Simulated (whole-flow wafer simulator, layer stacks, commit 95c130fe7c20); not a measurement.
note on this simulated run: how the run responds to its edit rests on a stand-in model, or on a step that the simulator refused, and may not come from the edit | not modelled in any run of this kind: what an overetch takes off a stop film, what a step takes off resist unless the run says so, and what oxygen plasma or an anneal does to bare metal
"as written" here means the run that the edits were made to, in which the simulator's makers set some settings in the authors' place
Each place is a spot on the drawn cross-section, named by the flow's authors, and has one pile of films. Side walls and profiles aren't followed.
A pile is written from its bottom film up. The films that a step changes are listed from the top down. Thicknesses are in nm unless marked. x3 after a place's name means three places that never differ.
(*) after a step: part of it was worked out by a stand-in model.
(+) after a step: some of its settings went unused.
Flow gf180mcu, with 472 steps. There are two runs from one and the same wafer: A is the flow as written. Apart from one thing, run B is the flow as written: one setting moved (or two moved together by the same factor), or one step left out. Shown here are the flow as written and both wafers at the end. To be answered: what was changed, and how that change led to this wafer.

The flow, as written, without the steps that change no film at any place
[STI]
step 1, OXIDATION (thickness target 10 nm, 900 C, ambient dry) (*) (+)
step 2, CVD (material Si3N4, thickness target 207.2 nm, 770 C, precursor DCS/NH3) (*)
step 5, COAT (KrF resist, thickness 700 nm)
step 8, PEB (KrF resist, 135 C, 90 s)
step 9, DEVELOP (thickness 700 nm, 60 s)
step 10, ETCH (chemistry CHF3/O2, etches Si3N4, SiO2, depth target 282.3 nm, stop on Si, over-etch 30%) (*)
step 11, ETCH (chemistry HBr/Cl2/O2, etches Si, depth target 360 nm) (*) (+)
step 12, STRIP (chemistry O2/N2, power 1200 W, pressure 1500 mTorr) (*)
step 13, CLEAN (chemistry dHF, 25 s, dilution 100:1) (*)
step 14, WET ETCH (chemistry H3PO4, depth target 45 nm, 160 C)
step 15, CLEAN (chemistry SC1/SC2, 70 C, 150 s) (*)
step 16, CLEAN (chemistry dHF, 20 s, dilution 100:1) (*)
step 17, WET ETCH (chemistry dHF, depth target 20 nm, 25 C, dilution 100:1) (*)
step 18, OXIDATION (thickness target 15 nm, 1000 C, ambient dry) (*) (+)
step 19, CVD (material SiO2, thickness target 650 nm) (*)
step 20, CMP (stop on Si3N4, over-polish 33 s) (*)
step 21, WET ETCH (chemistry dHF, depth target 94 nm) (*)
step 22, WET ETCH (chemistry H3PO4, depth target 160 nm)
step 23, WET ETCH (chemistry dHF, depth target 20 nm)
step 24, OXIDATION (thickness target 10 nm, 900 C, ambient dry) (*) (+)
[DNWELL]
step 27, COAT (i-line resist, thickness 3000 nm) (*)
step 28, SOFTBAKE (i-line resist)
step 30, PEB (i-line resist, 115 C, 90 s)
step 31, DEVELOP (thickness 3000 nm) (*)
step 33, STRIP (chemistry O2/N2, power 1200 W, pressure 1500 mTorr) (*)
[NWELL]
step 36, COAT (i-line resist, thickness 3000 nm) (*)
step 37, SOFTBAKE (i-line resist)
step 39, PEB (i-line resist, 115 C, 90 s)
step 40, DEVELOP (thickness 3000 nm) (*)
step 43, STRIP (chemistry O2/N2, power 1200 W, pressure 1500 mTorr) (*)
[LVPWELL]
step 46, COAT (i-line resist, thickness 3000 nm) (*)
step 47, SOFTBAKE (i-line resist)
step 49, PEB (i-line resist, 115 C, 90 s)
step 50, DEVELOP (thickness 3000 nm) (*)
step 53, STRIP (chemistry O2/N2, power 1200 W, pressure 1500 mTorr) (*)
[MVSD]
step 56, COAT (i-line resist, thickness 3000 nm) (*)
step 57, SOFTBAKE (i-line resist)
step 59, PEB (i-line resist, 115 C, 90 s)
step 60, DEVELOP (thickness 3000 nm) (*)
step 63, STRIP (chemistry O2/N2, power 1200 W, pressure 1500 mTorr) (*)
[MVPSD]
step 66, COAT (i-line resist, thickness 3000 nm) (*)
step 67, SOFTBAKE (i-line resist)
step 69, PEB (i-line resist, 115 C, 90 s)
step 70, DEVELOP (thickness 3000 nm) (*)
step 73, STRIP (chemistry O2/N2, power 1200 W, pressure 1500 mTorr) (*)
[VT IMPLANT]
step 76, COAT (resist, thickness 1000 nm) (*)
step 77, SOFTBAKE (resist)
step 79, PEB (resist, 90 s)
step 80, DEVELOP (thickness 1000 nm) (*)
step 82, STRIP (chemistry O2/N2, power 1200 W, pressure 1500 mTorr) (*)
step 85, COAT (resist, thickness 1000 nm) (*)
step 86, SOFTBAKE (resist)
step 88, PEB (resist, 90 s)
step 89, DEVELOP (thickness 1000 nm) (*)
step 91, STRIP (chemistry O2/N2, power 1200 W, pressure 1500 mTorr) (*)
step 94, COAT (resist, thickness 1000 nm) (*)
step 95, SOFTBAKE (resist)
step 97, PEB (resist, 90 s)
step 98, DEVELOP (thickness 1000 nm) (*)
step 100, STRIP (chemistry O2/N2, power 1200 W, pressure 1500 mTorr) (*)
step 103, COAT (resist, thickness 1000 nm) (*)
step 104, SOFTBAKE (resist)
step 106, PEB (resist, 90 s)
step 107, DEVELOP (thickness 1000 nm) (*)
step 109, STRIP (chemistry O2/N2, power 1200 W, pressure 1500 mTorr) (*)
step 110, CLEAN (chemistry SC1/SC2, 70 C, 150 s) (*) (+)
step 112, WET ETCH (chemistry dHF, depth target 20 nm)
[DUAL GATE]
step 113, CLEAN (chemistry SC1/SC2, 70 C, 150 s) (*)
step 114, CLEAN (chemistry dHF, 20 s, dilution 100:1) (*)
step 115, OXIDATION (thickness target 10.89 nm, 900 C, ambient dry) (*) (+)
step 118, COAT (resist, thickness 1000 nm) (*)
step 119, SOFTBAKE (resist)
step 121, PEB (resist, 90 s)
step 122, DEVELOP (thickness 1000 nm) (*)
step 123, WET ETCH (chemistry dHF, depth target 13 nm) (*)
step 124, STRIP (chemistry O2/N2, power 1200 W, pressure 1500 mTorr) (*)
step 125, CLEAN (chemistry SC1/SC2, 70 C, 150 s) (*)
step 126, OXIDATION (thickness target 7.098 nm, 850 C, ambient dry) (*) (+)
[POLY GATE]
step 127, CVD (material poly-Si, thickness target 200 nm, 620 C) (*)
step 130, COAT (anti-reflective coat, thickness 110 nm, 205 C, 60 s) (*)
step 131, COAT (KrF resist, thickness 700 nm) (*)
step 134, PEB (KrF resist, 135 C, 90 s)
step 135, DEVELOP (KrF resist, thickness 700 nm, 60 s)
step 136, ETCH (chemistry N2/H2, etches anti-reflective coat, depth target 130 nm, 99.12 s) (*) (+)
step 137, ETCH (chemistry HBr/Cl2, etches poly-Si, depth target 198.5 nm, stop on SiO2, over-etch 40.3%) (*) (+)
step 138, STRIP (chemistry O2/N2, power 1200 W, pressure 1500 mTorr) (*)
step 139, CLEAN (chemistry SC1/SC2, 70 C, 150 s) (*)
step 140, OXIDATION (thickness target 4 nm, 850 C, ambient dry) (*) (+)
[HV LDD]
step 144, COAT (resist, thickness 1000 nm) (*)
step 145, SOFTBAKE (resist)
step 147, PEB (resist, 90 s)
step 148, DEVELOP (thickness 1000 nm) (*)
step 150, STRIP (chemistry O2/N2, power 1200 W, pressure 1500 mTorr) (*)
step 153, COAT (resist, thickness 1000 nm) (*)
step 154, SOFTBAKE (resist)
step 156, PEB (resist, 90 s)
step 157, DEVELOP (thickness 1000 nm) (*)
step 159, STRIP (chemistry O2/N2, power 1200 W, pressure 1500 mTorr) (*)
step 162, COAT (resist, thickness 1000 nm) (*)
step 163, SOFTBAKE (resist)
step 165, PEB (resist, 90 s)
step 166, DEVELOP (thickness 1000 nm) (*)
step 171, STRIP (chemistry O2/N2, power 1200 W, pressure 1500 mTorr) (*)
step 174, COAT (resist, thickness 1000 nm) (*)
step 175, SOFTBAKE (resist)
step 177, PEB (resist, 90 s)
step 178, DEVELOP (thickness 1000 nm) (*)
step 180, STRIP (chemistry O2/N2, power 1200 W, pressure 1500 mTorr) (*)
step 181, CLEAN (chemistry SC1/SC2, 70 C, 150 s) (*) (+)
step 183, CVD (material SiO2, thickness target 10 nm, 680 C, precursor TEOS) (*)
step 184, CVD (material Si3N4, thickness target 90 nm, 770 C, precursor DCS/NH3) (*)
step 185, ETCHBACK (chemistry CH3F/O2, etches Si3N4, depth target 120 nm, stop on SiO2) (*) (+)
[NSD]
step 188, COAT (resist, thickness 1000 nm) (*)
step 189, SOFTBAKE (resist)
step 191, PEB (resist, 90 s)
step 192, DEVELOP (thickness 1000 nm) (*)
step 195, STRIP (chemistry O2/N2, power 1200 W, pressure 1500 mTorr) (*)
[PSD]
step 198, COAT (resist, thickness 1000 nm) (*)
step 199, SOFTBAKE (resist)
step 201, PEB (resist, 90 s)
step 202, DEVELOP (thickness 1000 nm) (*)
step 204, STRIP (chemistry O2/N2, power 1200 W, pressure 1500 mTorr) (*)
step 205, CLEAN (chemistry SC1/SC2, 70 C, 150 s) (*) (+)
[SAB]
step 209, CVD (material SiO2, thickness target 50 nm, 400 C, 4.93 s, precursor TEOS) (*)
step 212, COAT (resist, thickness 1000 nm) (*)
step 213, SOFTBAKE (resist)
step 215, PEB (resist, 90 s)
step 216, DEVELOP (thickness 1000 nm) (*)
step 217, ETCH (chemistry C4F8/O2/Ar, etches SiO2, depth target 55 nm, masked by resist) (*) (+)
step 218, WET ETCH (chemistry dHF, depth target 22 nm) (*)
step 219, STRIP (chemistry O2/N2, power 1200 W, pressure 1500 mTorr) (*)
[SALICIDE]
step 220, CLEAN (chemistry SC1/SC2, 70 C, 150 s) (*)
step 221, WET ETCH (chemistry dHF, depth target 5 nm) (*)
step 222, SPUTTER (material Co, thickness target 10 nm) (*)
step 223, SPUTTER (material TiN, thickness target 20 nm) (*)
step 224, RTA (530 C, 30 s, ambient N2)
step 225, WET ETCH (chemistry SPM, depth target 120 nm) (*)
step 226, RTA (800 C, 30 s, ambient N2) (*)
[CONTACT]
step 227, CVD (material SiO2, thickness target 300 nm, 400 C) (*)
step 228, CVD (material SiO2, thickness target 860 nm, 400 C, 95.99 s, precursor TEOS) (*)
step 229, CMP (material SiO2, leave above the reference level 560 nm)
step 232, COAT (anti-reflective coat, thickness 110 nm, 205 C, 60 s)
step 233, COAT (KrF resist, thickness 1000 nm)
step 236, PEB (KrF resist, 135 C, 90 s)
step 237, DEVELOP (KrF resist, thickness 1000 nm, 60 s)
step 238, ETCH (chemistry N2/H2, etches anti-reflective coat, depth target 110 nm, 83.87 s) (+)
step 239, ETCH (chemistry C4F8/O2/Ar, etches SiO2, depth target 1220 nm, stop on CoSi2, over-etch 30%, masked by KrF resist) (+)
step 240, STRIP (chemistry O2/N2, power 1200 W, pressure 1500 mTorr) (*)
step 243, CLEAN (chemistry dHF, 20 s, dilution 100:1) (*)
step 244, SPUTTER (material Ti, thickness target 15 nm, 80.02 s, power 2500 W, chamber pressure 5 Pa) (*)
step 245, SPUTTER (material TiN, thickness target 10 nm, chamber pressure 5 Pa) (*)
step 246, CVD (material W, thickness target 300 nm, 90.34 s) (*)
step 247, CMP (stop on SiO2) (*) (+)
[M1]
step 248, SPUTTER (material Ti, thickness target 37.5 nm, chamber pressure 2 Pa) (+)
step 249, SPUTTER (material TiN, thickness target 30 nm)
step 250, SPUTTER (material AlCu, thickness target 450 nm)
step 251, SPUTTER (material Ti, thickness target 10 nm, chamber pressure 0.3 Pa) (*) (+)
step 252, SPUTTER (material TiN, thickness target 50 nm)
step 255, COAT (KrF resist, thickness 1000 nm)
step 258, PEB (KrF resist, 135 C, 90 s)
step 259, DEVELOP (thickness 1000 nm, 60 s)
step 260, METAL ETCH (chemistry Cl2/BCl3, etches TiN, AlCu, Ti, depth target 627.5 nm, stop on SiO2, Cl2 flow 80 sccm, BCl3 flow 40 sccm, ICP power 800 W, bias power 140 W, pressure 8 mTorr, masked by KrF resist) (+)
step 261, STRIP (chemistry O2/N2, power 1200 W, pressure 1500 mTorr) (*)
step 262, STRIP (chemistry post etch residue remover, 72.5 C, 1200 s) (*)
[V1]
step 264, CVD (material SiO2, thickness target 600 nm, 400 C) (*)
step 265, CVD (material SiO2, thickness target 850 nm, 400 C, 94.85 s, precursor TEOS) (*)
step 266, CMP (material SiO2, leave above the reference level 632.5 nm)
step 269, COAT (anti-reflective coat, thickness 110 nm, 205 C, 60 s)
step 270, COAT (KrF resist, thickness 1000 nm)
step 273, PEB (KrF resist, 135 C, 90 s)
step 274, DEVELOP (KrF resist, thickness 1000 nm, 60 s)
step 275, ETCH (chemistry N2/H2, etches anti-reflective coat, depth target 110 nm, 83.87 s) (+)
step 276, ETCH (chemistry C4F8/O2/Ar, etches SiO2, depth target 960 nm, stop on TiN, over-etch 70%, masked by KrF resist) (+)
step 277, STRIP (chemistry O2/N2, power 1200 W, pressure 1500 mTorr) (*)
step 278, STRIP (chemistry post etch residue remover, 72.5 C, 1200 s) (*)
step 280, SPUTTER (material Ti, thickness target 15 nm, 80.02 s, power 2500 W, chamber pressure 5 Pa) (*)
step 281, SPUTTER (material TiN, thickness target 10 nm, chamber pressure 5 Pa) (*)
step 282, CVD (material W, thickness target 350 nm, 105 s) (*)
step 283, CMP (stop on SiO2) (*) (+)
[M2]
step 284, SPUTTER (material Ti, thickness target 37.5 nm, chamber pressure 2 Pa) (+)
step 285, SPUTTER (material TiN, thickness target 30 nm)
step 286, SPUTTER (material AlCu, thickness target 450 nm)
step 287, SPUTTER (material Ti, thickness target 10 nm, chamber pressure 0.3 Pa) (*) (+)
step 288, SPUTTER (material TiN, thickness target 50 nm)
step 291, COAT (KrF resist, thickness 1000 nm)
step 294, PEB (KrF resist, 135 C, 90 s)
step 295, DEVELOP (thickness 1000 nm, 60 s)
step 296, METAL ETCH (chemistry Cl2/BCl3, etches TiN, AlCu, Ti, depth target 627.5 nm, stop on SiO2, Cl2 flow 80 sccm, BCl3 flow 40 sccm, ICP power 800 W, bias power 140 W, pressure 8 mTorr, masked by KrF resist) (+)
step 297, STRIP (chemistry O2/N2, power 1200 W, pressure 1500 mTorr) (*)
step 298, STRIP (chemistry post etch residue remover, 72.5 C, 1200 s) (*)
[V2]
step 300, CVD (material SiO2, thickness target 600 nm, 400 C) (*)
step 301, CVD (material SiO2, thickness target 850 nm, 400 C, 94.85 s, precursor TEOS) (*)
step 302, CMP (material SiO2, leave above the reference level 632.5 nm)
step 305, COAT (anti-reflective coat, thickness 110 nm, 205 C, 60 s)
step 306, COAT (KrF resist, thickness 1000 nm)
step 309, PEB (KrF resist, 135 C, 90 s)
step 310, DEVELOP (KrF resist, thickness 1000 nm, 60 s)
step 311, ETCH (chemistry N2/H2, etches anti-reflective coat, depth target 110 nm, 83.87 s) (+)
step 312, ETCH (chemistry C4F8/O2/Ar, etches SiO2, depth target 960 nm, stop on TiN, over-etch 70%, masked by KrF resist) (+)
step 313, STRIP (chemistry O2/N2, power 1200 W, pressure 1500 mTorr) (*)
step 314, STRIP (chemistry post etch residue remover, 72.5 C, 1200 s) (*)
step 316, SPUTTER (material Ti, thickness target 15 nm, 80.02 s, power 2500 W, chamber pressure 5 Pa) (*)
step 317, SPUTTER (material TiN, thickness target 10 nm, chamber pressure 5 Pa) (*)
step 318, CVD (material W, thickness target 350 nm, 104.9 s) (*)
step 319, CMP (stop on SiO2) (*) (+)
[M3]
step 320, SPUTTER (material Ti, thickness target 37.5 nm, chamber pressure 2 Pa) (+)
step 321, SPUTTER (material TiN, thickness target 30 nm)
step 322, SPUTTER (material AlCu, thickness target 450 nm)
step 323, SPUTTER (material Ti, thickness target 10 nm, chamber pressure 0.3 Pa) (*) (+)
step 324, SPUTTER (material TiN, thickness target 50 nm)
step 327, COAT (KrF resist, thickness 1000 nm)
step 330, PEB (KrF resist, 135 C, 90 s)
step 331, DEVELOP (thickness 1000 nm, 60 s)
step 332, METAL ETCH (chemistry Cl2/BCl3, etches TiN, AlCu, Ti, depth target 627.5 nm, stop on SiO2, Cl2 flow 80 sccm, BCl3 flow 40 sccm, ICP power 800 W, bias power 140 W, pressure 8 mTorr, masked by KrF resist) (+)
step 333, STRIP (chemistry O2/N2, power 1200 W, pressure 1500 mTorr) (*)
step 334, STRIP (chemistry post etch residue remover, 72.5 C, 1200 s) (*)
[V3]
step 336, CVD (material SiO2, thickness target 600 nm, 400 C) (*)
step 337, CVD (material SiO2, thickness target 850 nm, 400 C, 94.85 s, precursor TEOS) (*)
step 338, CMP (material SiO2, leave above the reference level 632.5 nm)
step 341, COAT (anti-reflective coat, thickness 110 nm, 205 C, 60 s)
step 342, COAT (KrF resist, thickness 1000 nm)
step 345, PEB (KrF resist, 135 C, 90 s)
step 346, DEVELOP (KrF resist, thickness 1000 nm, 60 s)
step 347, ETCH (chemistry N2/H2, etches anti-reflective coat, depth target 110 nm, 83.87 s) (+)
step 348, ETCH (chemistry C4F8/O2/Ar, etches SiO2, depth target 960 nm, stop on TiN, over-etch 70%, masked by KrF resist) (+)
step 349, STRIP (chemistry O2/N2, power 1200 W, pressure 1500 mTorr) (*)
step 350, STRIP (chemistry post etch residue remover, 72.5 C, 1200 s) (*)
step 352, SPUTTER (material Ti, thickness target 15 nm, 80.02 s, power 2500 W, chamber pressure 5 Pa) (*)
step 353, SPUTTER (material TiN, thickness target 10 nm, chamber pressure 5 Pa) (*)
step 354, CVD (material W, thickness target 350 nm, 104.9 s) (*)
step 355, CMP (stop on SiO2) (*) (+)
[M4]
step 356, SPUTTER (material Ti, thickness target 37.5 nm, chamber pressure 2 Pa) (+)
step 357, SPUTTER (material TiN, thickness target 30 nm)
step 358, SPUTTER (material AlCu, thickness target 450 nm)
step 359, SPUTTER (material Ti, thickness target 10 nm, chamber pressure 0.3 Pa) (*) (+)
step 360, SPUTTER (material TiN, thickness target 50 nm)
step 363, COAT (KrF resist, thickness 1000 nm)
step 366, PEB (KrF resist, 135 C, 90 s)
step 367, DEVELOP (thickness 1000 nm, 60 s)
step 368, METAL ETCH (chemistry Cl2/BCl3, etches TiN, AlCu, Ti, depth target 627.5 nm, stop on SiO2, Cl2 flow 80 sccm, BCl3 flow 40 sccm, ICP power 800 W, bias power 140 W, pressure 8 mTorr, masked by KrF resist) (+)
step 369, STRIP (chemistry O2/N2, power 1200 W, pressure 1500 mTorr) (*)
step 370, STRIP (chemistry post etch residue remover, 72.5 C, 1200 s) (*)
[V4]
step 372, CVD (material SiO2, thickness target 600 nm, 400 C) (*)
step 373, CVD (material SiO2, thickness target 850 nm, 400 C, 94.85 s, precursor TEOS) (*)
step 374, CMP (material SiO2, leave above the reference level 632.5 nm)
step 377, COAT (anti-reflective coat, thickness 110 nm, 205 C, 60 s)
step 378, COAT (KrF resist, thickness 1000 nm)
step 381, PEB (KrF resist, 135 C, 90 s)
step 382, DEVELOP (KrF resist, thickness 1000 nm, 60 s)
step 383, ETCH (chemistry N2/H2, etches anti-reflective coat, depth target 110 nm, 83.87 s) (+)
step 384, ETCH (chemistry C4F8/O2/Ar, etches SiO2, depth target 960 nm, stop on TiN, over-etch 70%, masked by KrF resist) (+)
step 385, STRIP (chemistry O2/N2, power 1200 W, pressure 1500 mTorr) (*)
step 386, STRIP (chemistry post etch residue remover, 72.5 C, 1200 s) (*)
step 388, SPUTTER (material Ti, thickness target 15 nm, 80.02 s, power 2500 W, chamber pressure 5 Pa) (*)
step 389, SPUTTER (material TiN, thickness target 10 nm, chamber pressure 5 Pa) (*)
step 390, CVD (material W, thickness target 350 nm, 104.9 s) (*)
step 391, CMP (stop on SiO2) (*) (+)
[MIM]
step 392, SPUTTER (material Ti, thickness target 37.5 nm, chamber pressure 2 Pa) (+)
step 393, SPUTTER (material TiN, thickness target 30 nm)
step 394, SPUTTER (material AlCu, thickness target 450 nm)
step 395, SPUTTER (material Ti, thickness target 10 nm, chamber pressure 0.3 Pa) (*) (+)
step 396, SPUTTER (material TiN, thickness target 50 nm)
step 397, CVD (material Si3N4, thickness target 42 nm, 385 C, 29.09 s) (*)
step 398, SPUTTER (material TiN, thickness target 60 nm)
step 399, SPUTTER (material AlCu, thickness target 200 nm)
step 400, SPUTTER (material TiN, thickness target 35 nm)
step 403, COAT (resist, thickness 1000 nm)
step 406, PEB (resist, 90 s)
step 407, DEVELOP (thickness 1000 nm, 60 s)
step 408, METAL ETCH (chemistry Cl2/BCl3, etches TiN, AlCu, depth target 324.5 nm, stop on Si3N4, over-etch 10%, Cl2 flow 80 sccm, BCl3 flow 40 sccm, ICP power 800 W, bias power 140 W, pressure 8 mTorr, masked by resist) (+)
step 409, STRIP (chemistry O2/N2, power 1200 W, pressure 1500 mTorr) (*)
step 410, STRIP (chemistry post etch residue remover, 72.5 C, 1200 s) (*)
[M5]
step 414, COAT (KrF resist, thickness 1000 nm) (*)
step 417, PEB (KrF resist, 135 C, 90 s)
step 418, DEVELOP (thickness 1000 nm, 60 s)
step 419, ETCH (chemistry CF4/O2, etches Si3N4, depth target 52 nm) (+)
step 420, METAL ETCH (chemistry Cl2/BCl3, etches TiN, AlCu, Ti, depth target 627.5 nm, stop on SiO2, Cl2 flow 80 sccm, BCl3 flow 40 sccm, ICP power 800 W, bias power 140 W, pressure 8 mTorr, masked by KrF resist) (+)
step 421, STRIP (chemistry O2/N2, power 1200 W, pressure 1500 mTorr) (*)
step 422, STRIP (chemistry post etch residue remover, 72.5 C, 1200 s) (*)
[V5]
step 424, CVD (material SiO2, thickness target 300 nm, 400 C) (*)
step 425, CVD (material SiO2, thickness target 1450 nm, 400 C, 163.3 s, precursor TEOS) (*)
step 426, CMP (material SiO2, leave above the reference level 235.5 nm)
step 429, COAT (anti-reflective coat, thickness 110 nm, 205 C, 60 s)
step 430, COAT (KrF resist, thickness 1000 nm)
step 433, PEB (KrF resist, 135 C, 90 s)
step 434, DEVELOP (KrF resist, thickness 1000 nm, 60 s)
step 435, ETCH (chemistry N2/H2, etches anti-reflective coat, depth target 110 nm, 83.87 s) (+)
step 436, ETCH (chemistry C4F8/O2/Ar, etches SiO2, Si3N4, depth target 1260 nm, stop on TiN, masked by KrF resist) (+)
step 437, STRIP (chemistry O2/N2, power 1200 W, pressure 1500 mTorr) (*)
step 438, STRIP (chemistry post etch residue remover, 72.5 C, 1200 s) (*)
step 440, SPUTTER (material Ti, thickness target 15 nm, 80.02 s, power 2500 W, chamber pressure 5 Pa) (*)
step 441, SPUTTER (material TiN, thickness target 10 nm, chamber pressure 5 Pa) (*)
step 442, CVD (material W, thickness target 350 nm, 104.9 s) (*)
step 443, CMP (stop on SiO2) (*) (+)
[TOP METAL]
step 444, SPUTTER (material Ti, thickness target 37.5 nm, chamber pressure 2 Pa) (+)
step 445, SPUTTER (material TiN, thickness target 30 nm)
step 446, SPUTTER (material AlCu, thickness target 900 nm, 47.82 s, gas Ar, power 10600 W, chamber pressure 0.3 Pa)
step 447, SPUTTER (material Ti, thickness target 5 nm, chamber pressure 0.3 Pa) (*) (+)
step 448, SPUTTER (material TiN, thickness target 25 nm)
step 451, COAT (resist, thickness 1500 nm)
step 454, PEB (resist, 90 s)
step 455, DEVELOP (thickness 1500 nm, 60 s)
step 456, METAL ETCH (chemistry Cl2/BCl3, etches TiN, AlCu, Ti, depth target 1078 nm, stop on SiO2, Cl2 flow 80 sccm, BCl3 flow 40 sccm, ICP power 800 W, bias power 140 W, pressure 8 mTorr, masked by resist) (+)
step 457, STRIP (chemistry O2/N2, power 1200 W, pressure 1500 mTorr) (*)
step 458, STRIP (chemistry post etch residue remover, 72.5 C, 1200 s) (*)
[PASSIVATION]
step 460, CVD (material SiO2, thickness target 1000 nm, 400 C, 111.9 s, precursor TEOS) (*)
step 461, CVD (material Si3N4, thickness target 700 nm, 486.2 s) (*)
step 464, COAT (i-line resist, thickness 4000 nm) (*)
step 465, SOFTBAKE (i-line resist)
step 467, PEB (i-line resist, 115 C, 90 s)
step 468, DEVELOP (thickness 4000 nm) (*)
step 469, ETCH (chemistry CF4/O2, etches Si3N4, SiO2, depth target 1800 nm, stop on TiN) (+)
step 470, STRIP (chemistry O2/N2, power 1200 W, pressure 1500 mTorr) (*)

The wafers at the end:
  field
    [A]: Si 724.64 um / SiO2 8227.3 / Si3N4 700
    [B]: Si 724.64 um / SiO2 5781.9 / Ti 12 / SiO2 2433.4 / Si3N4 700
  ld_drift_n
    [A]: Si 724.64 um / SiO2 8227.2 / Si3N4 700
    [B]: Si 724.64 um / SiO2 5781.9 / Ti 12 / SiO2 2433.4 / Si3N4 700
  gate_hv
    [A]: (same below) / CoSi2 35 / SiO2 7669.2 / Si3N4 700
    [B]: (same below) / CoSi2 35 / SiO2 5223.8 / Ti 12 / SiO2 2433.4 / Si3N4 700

What caused this: step 419, ETCH: depth target 46.8 nm was run, whereas the flow has depth target 52 nm; step 420, METAL ETCH: depth target 564.8 nm was run, where the flow has depth target 627.5 nm.

How this came from the change, step by step:
  step 419, ETCH (chemistry CF4/O2, etches Si3N4, depth target 52 nm) (+)
      field, field__w1, field__w2 and 101 more: A -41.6 Si3N4 (all of it), -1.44 TiN | B -41.6 Si3N4 (all of it), -0.72 TiN
      field__w4, field__w8, contact, m1, m1__w1, mim, mim_1p0, m1_nw: A -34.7 KrF resist | B -31.2 KrF resist
  step 420, METAL ETCH (chemistry Cl2/BCl3, etches TiN, AlCu, Ti, depth target 627.5 nm, stop on SiO2, Cl2 flow 80 sccm, BCl3 flow 40 sccm, ICP power 800 W, bias power 140 W, pressure 8 mTorr, masked by KrF resist) (+)
      field, field__w1, field__w2 and 101 more: A -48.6 TiN (all of it), -10 Ti (all of it), -450 AlCu (all of it), -30 TiN (all of it), -37.5 Ti (all of it) | B -49.3 TiN (all of it), -10 Ti (all of it), -450 AlCu (all of it), -30 TiN (all of it), -25.5 Ti
      field__w4, field__w8, contact, m1, m1__w1, mim, mim_1p0, m1_nw: A -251 KrF resist | B -225.9 KrF resist
  step 421, STRIP (chemistry O2/N2, power 1200 W, pressure 1500 mTorr) (*)
      field__w8, m1__w1: A -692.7 KrF resist (all of it) | B -721.3 KrF resist (all of it)
      contact, m1: A -693.2 KrF resist (all of it) | B -721.7 KrF resist (all of it)
      (and at 4 other places as well)
  step 424, CVD (material SiO2, thickness target 300 nm, 400 C) (*)
      field, field__w1, field__w2 and 101 more: A +300 SiO2 | B +300 SiO2 (new film)
  step 426, CMP (material SiO2, leave above the reference level 235.5 nm)
      field, field__w1, field__w5 and 92 more: A -300.8 SiO2 | B -312.8 SiO2
      field__w2, field__w3, field__w12 and 6 more: A -272.7 SiO2 | B -285.2 SiO2
If metal films that touch count as one body, field has 1 body; the flow as written gives 0 bodies.
If metal films that touch count as one body, ld_drift_n has 1 body; the flow as written gives 0 bodies.
If metal films that touch count as one body, gate_hv has 2 bodies (between them, from the top down: SiO2 5223.8); the flow as written gives 1 body.
